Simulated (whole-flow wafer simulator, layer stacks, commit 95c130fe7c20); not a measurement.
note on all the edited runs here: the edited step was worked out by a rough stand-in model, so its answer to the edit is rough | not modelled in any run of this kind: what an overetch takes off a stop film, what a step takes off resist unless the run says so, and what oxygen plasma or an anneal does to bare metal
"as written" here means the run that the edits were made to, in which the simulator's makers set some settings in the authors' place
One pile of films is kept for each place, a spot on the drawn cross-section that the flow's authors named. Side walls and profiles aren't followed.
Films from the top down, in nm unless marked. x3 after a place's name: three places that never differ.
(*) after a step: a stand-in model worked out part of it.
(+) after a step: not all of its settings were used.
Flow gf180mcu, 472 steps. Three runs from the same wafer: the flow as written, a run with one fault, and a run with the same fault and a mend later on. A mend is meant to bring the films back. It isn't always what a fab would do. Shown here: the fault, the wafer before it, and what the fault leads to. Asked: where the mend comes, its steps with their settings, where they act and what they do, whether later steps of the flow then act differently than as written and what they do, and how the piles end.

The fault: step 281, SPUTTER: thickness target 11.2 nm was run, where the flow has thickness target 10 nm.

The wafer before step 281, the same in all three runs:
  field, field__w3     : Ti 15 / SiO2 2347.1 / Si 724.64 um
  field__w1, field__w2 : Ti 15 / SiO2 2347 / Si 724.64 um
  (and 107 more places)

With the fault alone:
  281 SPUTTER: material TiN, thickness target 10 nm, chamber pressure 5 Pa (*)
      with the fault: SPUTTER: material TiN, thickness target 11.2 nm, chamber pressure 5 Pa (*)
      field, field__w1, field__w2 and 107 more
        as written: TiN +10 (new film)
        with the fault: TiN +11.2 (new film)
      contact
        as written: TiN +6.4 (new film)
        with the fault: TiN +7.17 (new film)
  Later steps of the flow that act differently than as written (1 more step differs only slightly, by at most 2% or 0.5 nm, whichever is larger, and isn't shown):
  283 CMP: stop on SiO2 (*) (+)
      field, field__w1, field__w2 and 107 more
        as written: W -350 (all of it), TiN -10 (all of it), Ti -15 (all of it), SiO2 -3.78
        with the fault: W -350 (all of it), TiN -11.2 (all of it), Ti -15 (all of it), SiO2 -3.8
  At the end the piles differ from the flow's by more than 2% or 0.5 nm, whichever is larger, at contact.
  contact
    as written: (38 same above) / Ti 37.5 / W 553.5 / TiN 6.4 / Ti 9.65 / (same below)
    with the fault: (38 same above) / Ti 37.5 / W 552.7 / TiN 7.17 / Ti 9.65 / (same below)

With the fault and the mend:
  The mend comes after step 281.
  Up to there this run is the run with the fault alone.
  281a METAL ETCH: chemistry Cl2/BCl3, etches TiN, AlCu, Ti, depth target 1.2 nm, Cl2 flow 80 sccm, BCl3 flow 40 sccm, ICP power 800 W, bias power 140 W, pressure 8 mTorr (the flow's step 260 once more, with other settings)
      field, field__w1, field__w2 and 108 more
        TiN -1.2
  No later step of the flow acts differently than as written, at any place that is followed, by more than 2% or 0.5 nm, whichever is larger.
  At the end the piles differ from the flow's only slightly at the places that both follow, by at most 2% or 0.5 nm, whichever is larger.
